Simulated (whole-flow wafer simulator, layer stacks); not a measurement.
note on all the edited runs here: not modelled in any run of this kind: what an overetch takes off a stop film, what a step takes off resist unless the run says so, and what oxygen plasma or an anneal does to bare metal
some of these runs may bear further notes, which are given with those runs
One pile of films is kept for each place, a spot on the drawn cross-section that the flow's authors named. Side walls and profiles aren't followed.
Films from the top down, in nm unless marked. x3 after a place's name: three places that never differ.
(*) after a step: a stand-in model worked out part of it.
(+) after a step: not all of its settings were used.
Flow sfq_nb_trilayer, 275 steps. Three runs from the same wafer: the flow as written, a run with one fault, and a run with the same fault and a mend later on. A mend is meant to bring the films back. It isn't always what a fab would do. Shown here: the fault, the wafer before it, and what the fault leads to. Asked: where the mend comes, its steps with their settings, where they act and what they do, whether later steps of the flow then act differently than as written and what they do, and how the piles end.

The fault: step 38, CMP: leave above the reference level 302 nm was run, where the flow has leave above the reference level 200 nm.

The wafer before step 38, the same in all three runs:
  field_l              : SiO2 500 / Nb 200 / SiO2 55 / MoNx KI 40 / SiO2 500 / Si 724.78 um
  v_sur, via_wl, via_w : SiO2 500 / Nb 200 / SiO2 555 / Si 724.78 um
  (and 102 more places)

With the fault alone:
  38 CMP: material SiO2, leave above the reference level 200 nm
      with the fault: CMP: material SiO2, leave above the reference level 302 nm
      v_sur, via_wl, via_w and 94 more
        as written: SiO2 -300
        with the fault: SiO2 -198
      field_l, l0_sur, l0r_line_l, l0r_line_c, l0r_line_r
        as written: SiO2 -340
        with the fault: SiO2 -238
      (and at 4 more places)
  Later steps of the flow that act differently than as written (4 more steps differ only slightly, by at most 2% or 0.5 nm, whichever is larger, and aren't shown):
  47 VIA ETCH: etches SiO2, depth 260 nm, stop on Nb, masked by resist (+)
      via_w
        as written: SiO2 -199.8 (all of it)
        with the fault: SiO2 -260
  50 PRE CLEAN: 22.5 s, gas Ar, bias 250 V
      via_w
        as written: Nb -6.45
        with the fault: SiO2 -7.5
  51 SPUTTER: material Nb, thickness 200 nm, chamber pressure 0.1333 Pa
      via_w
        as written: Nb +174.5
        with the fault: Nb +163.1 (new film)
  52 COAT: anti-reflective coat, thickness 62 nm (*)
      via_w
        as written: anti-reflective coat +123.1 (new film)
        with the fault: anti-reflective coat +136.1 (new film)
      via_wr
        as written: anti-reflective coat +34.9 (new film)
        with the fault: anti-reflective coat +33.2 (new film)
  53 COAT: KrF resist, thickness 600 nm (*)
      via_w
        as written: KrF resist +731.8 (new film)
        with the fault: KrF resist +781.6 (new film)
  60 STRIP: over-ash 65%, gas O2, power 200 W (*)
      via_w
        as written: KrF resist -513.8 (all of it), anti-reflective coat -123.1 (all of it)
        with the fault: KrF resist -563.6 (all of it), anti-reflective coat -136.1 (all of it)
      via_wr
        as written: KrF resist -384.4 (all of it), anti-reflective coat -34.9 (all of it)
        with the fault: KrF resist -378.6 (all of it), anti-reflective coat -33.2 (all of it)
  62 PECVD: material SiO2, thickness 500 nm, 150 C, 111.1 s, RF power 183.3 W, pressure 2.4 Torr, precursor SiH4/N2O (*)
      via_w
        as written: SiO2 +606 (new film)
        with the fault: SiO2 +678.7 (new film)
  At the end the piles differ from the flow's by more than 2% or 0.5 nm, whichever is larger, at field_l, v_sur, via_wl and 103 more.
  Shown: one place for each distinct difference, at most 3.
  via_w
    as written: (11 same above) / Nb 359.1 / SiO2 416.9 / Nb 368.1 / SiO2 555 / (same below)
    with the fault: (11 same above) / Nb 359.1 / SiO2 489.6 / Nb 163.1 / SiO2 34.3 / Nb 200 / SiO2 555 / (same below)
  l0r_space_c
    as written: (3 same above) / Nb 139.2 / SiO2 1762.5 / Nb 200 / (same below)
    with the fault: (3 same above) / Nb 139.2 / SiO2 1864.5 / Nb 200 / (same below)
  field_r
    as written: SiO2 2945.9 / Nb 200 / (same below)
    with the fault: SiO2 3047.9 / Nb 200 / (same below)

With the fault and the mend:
  The mend comes after step 45.
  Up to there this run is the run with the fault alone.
  45a STRIP: over-ash 65%, gas O2, power 200 W (*)
      field_l, v_sur, via_wl and 102 more
        KrF resist -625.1 (all of it), anti-reflective coat -62 (all of it)
      via_w
        anti-reflective coat -62 (all of it)
  45b CMP: material SiO2, leave above the reference level 200 nm (the flow's step 38 once more)
      field_l, v_sur, via_wl and 103 more
        SiO2 -102
  45c COAT: anti-reflective coat, thickness 62 nm (the flow's step 40 once more)
      field_l, v_sur, via_wl and 103 more
        anti-reflective coat +62 (new film)
  45d COAT: KrF resist, thickness 650 nm (the flow's step 41 once more)
      field_l, v_sur, via_wl and 103 more
        KrF resist +650 (new film)
  45e SOFTBAKE: KrF resist (the flow's step 42 once more)
      changes no film at any place that is followed
  45f EXPOSE: photomask I0, dose 11.91 mJ/cm2, NA 0.6, wavelength 248 nm (*) (the flow's step 43 once more)
      changes no film at any place that is followed
  45g PEB: KrF resist, 90 s (the flow's step 44 once more)
      field_l, v_sur, via_wl and 103 more
        KrF resist -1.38
  45h DEVELOP: KrF resist, thickness 650 nm, 60 s (the flow's step 45 once more)
      field_l, v_sur, via_wl and 102 more
        KrF resist -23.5
      via_w
        KrF resist -648.6 (all of it)
  No later step of the flow acts differently than as written at any place that is followed.
  At the end the piles are the same as the flow's at every place that both follow.
